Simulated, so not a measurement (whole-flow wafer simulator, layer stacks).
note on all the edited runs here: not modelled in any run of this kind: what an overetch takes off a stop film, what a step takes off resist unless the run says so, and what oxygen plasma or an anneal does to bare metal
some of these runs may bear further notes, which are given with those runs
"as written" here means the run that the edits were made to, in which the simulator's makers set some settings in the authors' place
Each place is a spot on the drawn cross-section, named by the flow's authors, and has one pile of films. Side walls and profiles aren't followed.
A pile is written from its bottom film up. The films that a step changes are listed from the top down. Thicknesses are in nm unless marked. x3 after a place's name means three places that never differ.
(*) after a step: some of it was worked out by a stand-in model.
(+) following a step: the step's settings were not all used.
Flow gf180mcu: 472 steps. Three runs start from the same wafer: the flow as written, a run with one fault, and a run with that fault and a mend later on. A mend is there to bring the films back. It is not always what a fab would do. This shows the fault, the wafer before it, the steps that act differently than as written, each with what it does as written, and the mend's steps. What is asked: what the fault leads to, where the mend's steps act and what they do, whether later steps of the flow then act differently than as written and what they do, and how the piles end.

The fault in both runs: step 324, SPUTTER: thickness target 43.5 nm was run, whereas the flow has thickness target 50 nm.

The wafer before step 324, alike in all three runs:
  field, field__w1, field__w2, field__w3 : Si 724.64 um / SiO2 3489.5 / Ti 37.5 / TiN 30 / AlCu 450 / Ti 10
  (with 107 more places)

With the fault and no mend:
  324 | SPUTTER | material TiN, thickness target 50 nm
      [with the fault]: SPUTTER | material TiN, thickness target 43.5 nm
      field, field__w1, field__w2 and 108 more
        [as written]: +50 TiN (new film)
        [with the fault]: +43.5 TiN (new film)
  Steps further on in the flow that do not act as written (5 other steps are not shown; they differ only slightly, by no more than 2% or 0.5 nm, whichever is larger):
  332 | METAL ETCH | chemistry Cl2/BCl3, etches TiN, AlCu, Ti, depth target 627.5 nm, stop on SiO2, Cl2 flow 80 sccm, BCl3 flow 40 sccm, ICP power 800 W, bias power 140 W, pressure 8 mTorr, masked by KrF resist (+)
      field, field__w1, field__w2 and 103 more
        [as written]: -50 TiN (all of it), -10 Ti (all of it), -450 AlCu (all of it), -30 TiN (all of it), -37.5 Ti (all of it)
        [with the fault]: -43.5 TiN (all of it), -10 Ti (all of it), -450 AlCu (all of it), -30 TiN (all of it), -37.5 Ti (all of it)
  The piles end different from the flow's at field__w8, contact, m1, m1__w1, m1_nw by more than 2% or 0.5 nm, whichever is larger.
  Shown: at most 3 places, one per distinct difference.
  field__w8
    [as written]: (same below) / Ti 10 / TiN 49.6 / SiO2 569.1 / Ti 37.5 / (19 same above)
    [with the fault]: (same below) / Ti 10 / TiN 43.1 / SiO2 575.6 / Ti 37.5 / (19 same above)
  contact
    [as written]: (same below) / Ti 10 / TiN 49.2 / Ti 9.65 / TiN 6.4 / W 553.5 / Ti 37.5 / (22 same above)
    [with the fault]: (same below) / Ti 10 / TiN 42.7 / Ti 9.62 / TiN 6.38 / W 560.1 / Ti 37.5 / (22 same above)

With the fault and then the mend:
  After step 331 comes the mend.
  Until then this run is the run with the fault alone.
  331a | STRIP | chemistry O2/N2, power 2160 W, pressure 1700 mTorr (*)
      field__w8, contact, m1, m1__w1, m1_nw
        -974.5 KrF resist (all of it)
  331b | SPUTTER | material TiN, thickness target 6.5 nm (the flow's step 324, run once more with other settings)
      field, field__w1, field__w2 and 108 more
        +6.5 TiN
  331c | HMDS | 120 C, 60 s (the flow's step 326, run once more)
      does not change any film at any place that is followed
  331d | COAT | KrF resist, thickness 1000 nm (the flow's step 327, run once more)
      field, field__w1, field__w2 and 108 more
        +1000 KrF resist (new film)
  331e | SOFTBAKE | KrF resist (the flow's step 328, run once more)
      does not change any film at any place that is followed
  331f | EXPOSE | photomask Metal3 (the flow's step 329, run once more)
      does not change any film at any place that is followed
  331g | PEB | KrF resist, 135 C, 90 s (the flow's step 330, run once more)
      field, field__w1, field__w2 and 108 more
        -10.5 KrF resist
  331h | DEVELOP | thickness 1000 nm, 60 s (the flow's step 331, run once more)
      field, field__w1, field__w2 and 103 more
        -989.5 KrF resist (all of it)
      field__w8, contact, m1, m1__w1, m1_nw
        -14.9 KrF resist
  Every later step of the flow that is run acts as written at every place that is followed.
  By the end, the piles equal the flow's at every place that both follow.
